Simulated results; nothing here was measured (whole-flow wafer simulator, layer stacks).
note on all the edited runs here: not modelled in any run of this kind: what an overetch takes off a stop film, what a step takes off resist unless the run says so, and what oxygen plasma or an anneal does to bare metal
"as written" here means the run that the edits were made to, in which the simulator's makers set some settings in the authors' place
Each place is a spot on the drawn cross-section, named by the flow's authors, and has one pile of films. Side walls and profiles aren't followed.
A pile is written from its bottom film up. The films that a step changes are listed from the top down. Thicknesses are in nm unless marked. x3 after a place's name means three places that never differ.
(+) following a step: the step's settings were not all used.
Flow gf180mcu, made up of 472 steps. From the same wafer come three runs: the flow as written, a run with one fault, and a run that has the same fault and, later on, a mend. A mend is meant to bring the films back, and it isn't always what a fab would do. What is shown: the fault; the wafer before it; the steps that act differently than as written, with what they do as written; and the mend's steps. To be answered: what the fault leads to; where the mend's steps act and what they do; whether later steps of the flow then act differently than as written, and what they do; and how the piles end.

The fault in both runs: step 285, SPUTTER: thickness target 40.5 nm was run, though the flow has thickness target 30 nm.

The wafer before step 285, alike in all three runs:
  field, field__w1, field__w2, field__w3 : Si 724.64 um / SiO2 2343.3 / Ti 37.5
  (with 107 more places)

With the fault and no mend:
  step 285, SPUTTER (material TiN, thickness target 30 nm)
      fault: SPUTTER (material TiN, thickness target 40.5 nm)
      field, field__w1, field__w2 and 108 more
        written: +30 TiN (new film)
        fault: +40.5 TiN (new film)
  Steps further on in the flow that do not act as written:
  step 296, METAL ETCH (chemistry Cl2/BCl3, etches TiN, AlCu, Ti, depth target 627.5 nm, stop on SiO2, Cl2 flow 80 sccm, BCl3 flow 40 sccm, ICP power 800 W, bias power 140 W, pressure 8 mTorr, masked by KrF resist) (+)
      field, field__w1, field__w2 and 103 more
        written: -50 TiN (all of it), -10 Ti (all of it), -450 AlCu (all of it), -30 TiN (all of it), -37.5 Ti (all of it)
        fault: -50 TiN (all of it), -10 Ti (all of it), -450 AlCu (all of it), -40.5 TiN (all of it), -37.5 Ti (all of it)
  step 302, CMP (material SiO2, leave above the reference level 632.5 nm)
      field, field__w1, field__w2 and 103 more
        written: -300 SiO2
        fault: -289.5 SiO2
  The piles end different from the flow's at field__w8, contact, m1, m1__w1, m1_nw by more than 2% or 0.5 nm, whichever is larger.
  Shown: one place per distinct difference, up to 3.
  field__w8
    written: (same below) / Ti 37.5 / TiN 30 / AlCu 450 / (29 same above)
    fault: (same below) / Ti 37.5 / TiN 40.5 / AlCu 450 / (29 same above)
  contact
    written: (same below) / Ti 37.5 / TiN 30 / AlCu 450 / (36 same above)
    fault: (same below) / Ti 37.5 / TiN 40.5 / AlCu 450 / (36 same above)

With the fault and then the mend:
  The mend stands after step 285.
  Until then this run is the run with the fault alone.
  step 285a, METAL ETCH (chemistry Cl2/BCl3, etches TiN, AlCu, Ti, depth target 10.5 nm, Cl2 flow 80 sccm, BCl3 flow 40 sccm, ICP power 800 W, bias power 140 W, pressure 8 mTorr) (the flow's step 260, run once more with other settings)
      field, field__w1, field__w2 and 108 more
        -10.5 TiN
  Every later step of the flow that is run acts as written at every place that is followed.
  At every place that both follow, the piles at the end match the flow's.
